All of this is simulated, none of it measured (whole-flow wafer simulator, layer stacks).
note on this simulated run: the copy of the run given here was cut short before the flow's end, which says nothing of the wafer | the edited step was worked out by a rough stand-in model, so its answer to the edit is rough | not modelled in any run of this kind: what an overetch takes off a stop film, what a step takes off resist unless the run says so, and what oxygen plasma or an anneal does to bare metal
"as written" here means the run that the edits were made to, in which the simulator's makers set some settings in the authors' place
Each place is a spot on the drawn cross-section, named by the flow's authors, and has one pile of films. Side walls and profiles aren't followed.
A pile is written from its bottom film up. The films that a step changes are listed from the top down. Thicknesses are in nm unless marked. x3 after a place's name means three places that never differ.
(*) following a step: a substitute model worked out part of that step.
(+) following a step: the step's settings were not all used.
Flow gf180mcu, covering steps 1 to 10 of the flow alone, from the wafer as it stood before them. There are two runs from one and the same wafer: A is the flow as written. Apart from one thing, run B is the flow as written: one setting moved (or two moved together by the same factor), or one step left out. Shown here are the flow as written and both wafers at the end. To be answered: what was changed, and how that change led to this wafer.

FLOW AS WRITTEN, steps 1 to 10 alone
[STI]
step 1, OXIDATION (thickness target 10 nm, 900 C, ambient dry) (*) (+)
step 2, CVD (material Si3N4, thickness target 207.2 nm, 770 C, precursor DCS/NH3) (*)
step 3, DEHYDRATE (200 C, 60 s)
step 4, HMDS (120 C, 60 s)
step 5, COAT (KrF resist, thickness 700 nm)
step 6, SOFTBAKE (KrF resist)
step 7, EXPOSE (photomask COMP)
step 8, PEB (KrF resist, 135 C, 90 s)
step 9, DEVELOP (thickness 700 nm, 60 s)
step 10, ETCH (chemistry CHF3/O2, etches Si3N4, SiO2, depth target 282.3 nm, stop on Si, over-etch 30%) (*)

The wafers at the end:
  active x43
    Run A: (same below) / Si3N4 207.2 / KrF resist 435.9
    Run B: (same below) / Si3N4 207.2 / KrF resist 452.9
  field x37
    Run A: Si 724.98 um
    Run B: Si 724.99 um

Cause: step 10, ETCH: over-etch 21% was run, while the flow as written has over-etch 30%.

The path from the change to this, step by step:
  step 10, ETCH (chemistry CHF3/O2, etches Si3N4, SiO2, depth target 282.3 nm, stop on Si, over-etch 30%) (*)
      active x43: A KrF resist loses 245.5 | B KrF resist loses 228.5
      field x37: A Si3N4 loses 207.2 (all of it), SiO2 loses 10 (all of it), Si loses 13 | B Si3N4 loses 207.2 (all of it), SiO2 loses 10 (all of it), Si loses 9.12
